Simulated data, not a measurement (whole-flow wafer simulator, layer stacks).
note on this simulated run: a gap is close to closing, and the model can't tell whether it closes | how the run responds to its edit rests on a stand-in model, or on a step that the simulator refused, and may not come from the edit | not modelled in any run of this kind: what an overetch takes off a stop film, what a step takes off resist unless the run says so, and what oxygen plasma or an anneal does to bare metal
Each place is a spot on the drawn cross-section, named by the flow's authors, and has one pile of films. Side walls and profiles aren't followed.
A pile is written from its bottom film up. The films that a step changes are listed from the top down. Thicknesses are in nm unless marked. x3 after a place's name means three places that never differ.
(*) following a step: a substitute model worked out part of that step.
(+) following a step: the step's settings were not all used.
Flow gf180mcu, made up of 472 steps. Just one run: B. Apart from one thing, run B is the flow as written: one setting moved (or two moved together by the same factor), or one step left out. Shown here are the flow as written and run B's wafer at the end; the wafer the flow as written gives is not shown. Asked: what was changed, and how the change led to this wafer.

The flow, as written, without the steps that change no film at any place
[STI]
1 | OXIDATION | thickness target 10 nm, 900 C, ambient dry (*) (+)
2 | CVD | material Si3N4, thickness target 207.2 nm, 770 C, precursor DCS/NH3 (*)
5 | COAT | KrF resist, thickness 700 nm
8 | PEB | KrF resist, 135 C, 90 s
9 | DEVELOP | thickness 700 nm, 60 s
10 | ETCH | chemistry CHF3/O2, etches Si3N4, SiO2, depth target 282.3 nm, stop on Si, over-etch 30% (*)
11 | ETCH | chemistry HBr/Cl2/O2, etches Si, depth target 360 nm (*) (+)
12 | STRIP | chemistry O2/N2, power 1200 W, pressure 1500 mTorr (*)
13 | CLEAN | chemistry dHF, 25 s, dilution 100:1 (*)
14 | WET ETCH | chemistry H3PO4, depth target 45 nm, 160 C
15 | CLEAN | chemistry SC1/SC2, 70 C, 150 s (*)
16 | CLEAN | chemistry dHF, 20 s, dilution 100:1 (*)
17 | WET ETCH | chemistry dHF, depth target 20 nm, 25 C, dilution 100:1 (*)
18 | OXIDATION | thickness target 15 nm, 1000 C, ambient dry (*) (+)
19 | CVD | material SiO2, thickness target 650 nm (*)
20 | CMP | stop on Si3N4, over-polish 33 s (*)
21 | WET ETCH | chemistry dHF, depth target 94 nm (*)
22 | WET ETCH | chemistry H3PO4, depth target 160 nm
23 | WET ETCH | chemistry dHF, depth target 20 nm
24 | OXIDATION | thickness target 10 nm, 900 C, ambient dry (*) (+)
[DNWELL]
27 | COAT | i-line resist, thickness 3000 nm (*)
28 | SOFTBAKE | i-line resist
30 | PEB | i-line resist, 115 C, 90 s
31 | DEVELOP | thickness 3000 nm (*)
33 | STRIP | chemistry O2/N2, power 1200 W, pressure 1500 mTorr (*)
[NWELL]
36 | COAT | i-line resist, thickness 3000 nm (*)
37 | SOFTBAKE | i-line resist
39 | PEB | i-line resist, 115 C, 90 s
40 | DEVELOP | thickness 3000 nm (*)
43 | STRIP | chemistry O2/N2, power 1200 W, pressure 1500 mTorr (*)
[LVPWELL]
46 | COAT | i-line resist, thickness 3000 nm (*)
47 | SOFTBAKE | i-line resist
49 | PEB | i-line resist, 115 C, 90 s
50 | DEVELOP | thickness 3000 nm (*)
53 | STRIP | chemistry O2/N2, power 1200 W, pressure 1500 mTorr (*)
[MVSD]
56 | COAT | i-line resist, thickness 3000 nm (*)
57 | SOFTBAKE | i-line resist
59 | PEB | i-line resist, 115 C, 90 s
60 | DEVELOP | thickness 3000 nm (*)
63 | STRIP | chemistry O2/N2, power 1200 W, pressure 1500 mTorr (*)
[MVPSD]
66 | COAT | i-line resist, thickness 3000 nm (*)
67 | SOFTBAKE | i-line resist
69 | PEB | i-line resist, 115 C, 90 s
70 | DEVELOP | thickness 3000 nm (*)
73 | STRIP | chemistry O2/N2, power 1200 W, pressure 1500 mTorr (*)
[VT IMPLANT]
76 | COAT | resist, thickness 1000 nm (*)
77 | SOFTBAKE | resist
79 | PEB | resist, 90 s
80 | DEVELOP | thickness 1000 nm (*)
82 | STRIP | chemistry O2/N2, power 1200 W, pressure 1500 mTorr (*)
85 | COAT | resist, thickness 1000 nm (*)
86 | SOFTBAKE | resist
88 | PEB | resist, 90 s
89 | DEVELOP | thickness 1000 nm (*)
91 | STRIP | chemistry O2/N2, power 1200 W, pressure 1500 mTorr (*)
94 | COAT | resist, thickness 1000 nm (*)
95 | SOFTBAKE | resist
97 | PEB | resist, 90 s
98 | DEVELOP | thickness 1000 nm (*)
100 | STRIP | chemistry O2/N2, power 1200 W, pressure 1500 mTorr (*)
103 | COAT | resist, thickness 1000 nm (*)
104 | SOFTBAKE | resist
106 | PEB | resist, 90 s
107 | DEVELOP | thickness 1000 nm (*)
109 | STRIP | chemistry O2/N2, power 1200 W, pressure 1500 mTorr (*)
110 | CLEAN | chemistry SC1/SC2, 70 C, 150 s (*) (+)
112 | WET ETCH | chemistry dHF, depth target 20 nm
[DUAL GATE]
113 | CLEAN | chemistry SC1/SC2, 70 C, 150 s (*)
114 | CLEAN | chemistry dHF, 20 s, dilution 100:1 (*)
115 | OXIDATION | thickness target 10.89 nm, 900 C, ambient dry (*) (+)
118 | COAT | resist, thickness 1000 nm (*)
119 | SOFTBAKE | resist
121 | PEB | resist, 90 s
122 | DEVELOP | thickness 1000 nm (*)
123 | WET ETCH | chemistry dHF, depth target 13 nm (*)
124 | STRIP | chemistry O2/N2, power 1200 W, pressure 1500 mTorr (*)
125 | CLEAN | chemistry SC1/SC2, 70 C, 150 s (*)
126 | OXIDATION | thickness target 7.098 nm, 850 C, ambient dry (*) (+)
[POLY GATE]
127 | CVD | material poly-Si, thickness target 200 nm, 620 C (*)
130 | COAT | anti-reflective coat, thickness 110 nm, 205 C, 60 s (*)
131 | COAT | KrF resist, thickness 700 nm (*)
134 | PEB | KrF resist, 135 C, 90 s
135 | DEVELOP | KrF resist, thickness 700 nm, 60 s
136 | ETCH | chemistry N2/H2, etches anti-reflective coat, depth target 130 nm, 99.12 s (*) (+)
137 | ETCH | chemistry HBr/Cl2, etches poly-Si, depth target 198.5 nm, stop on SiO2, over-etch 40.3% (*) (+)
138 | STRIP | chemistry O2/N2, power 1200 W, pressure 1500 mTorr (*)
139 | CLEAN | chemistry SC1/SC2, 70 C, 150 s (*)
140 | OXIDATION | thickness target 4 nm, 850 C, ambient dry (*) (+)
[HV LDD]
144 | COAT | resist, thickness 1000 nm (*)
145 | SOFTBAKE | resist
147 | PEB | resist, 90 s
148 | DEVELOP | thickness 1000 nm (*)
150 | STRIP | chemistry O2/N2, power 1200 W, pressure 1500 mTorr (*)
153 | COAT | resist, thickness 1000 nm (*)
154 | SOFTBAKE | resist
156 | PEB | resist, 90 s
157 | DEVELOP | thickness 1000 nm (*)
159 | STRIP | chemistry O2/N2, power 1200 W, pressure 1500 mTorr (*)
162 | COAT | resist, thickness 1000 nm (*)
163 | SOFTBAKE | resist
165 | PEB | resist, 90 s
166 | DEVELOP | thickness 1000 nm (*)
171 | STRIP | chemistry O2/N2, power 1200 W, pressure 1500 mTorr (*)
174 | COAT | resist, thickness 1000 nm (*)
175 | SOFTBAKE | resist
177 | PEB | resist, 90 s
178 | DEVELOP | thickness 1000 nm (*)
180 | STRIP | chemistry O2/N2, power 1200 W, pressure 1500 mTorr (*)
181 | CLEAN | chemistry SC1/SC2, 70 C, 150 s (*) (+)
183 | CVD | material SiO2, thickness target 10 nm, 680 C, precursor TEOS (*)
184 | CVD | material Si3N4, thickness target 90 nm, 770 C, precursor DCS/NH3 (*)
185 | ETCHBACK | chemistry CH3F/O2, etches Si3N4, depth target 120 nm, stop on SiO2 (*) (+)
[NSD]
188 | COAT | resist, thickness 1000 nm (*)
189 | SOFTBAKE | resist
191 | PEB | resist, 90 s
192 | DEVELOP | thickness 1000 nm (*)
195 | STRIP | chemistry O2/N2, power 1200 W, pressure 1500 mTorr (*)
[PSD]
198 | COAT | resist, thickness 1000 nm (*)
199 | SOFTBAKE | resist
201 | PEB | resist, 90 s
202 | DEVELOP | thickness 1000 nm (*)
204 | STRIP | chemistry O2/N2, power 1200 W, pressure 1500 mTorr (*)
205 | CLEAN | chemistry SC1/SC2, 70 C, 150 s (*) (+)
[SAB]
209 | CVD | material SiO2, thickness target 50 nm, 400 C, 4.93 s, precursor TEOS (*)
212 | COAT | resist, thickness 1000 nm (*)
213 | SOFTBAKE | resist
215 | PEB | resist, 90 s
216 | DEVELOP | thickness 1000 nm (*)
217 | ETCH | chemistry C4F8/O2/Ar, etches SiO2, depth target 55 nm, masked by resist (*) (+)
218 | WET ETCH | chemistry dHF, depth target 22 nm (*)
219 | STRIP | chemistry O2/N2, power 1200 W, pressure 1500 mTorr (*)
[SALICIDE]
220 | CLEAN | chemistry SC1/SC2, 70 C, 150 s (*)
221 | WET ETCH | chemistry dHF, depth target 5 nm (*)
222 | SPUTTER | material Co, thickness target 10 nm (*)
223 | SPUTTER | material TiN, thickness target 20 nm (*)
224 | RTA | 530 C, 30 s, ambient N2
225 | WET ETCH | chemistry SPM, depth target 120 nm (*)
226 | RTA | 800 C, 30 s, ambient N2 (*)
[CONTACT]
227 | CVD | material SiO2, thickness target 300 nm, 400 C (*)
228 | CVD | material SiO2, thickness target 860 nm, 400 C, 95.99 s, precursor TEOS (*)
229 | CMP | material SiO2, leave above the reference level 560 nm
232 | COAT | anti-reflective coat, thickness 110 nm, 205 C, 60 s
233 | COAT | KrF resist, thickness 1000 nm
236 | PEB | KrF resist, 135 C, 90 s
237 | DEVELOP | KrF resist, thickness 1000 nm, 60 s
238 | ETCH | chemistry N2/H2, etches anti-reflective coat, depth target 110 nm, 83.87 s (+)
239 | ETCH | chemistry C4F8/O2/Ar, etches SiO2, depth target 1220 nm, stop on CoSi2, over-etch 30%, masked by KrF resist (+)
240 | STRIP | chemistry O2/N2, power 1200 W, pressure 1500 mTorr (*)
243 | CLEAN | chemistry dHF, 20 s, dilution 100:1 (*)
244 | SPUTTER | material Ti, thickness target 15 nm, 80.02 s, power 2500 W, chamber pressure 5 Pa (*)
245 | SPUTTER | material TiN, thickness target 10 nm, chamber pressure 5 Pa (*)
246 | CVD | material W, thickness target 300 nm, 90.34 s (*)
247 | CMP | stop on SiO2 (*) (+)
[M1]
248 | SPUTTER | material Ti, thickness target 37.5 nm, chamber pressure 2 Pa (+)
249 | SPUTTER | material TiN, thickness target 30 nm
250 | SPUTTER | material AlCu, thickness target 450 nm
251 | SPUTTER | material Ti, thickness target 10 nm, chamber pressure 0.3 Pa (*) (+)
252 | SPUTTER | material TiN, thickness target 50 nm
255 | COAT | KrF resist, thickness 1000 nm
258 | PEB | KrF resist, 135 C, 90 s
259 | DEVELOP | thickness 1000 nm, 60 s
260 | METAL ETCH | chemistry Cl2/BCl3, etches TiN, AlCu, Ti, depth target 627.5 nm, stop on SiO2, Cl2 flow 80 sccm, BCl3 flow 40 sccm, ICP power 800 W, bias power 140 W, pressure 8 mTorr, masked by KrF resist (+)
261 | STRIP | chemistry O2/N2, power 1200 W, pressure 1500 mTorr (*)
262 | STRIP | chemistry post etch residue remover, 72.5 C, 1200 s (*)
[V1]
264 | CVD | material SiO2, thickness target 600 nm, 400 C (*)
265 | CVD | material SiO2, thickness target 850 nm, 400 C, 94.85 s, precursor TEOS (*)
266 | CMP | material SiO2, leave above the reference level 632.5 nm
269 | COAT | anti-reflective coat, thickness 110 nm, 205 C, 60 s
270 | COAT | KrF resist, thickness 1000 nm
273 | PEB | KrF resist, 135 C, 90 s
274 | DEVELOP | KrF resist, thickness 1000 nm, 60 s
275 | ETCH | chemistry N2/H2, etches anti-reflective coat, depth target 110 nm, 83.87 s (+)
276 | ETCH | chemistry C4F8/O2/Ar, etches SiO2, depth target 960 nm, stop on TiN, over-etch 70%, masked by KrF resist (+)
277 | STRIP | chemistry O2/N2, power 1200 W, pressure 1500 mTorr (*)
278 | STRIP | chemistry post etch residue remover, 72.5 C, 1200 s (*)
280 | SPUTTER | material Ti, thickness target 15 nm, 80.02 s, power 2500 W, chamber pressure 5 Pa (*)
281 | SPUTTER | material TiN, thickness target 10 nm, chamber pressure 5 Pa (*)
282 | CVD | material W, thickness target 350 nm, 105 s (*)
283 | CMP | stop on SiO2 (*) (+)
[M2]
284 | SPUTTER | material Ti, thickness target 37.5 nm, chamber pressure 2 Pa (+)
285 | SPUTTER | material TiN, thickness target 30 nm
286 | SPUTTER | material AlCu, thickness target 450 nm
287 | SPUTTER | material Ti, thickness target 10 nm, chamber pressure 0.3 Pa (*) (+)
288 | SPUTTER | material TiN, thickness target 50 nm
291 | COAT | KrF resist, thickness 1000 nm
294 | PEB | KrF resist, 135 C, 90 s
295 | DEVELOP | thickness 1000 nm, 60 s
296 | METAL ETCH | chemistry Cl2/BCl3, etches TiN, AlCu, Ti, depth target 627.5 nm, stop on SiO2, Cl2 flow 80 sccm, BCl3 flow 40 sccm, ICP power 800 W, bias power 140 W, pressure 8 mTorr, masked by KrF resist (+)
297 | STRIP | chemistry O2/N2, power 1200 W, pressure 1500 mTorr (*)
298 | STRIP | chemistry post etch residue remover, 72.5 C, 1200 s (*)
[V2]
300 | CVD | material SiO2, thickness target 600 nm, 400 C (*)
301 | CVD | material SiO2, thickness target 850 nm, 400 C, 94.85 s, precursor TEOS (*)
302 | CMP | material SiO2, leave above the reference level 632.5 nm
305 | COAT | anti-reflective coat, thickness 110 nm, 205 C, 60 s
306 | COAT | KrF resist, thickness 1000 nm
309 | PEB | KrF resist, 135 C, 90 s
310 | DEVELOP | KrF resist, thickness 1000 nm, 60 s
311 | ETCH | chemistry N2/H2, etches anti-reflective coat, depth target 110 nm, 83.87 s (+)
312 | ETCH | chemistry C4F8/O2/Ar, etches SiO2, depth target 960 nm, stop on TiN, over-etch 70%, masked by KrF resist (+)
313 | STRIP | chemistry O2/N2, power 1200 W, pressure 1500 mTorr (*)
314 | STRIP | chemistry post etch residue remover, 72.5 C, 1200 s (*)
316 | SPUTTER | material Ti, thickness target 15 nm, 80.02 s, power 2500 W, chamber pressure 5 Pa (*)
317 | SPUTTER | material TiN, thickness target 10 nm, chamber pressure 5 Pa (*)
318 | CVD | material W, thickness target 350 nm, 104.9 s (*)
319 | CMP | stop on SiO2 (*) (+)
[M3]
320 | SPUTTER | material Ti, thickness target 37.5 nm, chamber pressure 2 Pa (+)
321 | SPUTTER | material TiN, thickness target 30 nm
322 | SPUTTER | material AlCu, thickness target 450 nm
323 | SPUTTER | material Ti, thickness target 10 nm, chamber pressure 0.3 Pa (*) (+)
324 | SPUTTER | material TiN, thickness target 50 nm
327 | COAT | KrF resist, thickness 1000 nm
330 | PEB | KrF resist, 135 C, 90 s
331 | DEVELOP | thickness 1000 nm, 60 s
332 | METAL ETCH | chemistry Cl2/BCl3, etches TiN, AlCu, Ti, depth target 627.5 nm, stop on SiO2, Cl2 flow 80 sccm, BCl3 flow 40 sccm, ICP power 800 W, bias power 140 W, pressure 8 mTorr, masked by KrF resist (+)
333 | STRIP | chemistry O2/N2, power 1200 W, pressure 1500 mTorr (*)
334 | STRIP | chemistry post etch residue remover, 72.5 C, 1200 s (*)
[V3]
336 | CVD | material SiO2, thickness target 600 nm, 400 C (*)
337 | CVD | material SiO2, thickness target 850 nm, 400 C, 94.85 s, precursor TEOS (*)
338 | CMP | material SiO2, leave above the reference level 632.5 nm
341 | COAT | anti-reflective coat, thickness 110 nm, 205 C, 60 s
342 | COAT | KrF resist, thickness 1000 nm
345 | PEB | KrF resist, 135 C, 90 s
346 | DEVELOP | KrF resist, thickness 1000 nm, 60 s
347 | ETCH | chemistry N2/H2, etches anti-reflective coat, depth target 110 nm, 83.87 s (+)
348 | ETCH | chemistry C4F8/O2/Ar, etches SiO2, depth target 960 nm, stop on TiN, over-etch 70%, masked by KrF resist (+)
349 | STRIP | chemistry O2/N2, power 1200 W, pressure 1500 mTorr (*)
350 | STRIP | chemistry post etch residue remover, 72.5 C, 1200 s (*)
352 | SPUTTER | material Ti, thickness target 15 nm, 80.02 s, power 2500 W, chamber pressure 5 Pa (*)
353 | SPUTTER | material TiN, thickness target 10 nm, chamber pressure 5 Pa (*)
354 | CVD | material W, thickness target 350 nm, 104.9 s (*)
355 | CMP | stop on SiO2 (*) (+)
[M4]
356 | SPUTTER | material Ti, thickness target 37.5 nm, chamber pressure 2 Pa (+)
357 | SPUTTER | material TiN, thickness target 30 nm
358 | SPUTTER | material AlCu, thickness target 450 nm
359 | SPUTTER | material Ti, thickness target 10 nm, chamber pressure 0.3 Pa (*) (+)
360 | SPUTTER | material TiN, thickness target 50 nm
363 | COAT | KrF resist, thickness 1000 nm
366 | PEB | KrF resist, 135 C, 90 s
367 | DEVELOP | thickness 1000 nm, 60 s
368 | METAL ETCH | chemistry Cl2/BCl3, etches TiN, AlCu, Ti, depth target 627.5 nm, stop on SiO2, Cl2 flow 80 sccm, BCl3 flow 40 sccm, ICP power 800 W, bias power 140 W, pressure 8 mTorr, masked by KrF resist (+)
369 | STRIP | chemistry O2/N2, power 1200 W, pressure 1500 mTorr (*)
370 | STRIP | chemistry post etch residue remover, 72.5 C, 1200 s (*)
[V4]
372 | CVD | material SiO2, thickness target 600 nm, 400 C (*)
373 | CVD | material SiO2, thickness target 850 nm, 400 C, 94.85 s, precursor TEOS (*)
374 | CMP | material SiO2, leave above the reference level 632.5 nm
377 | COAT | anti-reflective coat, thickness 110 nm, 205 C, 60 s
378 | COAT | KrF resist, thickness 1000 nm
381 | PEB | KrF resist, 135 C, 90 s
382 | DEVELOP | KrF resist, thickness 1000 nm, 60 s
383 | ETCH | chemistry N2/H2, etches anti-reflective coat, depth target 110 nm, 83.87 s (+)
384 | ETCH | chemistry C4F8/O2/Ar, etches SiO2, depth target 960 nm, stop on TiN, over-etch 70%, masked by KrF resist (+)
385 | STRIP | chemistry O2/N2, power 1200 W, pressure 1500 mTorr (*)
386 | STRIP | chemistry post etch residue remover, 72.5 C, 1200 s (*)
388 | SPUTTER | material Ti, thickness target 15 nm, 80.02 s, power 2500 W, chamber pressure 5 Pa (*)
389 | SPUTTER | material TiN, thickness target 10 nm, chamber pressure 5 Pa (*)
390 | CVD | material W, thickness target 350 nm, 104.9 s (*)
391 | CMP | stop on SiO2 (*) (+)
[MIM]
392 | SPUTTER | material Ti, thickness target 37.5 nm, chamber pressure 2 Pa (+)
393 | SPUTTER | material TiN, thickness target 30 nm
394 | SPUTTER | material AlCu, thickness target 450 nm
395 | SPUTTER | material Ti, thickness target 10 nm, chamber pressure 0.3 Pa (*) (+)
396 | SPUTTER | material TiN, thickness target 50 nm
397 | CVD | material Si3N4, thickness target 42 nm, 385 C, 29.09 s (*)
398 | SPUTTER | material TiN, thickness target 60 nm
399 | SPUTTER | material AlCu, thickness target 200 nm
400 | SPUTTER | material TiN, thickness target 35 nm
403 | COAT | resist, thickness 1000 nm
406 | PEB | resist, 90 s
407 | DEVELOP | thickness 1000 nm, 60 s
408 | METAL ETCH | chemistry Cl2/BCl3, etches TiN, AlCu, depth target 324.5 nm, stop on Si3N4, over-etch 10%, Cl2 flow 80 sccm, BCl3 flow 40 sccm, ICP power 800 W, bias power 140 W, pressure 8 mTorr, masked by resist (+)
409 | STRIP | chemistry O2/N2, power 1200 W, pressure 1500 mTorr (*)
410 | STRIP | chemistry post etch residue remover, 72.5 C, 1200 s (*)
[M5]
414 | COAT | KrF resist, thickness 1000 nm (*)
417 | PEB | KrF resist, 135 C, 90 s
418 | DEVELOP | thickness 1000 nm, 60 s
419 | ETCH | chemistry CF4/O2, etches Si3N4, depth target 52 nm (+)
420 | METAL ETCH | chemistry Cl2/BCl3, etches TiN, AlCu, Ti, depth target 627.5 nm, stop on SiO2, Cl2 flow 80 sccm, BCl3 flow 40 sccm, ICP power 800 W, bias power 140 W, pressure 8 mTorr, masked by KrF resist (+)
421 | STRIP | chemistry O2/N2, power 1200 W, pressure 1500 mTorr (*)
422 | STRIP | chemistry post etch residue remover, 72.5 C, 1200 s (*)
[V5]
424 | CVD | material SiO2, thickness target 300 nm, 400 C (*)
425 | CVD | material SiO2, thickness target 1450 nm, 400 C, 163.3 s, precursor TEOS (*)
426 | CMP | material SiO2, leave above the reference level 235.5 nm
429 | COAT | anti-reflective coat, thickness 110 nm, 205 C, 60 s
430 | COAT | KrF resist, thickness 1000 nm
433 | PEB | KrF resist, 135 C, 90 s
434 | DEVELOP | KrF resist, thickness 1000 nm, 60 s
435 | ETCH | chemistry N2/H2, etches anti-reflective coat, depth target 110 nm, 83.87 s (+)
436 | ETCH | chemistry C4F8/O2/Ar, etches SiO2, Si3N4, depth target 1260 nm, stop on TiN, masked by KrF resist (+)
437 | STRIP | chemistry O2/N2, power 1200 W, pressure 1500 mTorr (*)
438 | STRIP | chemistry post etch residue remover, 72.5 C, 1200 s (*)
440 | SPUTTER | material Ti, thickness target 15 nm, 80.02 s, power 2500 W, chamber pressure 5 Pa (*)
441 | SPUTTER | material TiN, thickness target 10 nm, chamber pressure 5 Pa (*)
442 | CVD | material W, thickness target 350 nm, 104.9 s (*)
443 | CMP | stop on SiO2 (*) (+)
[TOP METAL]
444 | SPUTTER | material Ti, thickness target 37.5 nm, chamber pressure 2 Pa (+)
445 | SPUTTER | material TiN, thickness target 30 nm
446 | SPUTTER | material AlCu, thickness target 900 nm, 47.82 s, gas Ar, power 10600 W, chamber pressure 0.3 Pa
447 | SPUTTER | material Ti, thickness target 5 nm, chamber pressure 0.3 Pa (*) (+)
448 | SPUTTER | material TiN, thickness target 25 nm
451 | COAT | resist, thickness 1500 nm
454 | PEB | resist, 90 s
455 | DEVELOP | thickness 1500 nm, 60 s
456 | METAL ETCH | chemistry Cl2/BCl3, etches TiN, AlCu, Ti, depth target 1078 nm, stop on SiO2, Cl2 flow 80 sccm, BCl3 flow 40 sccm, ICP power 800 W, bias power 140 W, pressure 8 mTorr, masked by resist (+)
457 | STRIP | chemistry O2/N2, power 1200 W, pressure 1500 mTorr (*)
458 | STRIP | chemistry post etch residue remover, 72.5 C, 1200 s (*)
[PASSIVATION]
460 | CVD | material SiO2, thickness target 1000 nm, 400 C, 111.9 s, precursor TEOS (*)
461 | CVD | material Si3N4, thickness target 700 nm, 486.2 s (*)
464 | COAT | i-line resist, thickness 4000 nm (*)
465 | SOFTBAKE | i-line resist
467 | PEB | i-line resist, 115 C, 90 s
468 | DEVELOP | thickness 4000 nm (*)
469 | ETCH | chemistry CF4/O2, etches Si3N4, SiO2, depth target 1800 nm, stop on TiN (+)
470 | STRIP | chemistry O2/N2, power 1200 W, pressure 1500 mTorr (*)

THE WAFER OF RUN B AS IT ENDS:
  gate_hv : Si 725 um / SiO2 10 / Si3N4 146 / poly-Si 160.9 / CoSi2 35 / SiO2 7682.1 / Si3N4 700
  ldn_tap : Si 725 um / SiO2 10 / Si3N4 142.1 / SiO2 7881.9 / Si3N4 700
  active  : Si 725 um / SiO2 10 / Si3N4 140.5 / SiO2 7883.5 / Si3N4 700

What caused this: step 22, WET ETCH: chemistry H3PO4, depth target 160 nm, was skipped.

Step by step, how the change led to this:
  23 | WET ETCH | chemistry dHF, depth target 20 nm
      active, n_well, p_well and 40 more: Si3N4 loses 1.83 (as written it would have been: SiO2 loses 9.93 (all of it))
  24 | OXIDATION | thickness target 10 nm, 900 C, ambient dry (*) (+)
      active, n_well, p_well and 40 more: nothing (as written it would have been: SiO2 gains 10 (new film), Si loses 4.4)
  27 | COAT | i-line resist, thickness 3000 nm (*)
      p_well, spacer, sd_n: i-line resist gains 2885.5 (new film) (as written it would have been: i-line resist gains 3034.1 (new film))
      field_sub: i-line resist gains 3050.2 (new film) (as written it would have been: i-line resist gains 2984.9 (new film))
      (also at 41 further places)
  28 | SOFTBAKE | i-line resist
      field_sub: i-line resist loses 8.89 (as written it would have been: i-line resist gains 2.58)
      field_sub__w2: i-line resist gains 3.55 (as written it would have been: i-line resist loses 0.2)
      (also at 70 further places)
  30 | PEB | i-line resist, 115 C, 90 s
      n_well, gate_hv, sd_p and 6 more: i-line resist loses 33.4 (as written it would have been: i-line resist loses 34.6)
      active_nat, gate_nat, ld_sd_n and 6 more: i-line resist loses 33.5 (as written it would have been: i-line resist loses 34.6)
      (also at 27 further places)
  31 | DEVELOP | thickness 3000 nm (*)
      ld_sd_p: i-line resist loses 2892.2 (all of it) (as written it would have been: i-line resist loses 2987.3 (all of it))
      ld_gate_p: i-line resist loses 2891.9 (all of it) (as written it would have been: i-line resist loses 2987.4 (all of it))
      (also at 8 further places)
  33 | STRIP | chemistry O2/N2, power 1200 W, pressure 1500 mTorr (*)
      p_well, spacer, sd_n: i-line resist loses 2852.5 (all of it) (as written it would have been: i-line resist loses 2999.4 (all of it))
      ld_sd_n, ld_gate_n, ld_acc_n: i-line resist loses 2893 (all of it) (as written it would have been: i-line resist loses 2987.1 (all of it))
      (also at 27 further places)
  36 | COAT | i-line resist, thickness 3000 nm (*)
      p_well, spacer, sd_n: i-line resist gains 2885.5 (new film) (as written it would have been: i-line resist gains 3034.1 (new film))
      field_sub: i-line resist gains 3050.2 (new film) (as written it would have been: i-line resist gains 2984.9 (new film))
      (also at 41 further places)
  37 | SOFTBAKE | i-line resist
      field_sub: i-line resist loses 8.89 (as written it would have been: i-line resist gains 2.58)
      field_sub__w2: i-line resist gains 3.55 (as written it would have been: i-line resist loses 0.2)
      (also at 70 further places)
  39 | PEB | i-line resist, 115 C, 90 s
      n_well, gate_hv, sd_p and 6 more: i-line resist loses 33.4 (as written it would have been: i-line resist loses 34.6)
      active_nat, gate_nat, ld_sd_n and 6 more: i-line resist loses 33.5 (as written it would have been: i-line resist loses 34.6)
      (also at 27 further places)
  40 | DEVELOP | thickness 3000 nm (*)
      iso_ntap_nw, vpnp_e: i-line resist loses 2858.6 (all of it) (as written it would have been: i-line resist loses 2999.6 (all of it))
      n_well: i-line resist loses 2889 (all of it) (as written it would have been: i-line resist loses 2988.4 (all of it))
      (also at 11 further places)
  43 | STRIP | chemistry O2/N2, power 1200 W, pressure 1500 mTorr (*)
      p_well, spacer, sd_n: i-line resist loses 2852.5 (all of it) (as written it would have been: i-line resist loses 2999.4 (all of it))
      ld_sd_n, ld_gate_n, ld_acc_n: i-line resist loses 2893 (all of it) (as written it would have been: i-line resist loses 2987.1 (all of it))
      (also at 23 further places)
  46 | COAT | i-line resist, thickness 3000 nm (*)
      p_well, spacer, sd_n: i-line resist gains 2885.5 (new film) (as written it would have been: i-line resist gains 3034.1 (new film))
      field_sub: i-line resist gains 3050.2 (new film) (as written it would have been: i-line resist gains 2984.9 (new film))
      (also at 41 further places)
  47 | SOFTBAKE | i-line resist
      field_sub: i-line resist loses 8.89 (as written it would have been: i-line resist gains 2.58)
      field_sub__w2: i-line resist gains 3.55 (as written it would have been: i-line resist loses 0.2)
      (also at 70 further places)
  49 | PEB | i-line resist, 115 C, 90 s
      n_well, gate_hv, sd_p and 6 more: i-line resist loses 33.4 (as written it would have been: i-line resist loses 34.6)
      active_nat, gate_nat, ld_sd_n and 6 more: i-line resist loses 33.5 (as written it would have been: i-line resist loses 34.6)
      (also at 27 further places)
  50 | DEVELOP | thickness 3000 nm (*)
      p_well, spacer, sd_n: i-line resist loses 2852.5 (all of it) (as written it would have been: i-line resist loses 2999.4 (all of it))
      active: i-line resist loses 2880.8 (all of it) (as written it would have been: i-line resist loses 2990.5 (all of it))
      (also at 12 further places)
  ... 102 further steps ...
  246 | CVD | material W, thickness target 300 nm, 90.34 s (*)
      polyc_n, polyc_p: W gains 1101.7 (new film) (as written it would have been: W gains 936 (new film))
      contact: W gains 1210.6 (new film) (as written it would have been: W gains 1167.5 (new film))
Taking metal films that touch as one body, ldn_tap has 0 bodies; the flow as written gives 1 body.
Taking metal films that touch as one body, active has 0 bodies; the flow as written gives 1 body.
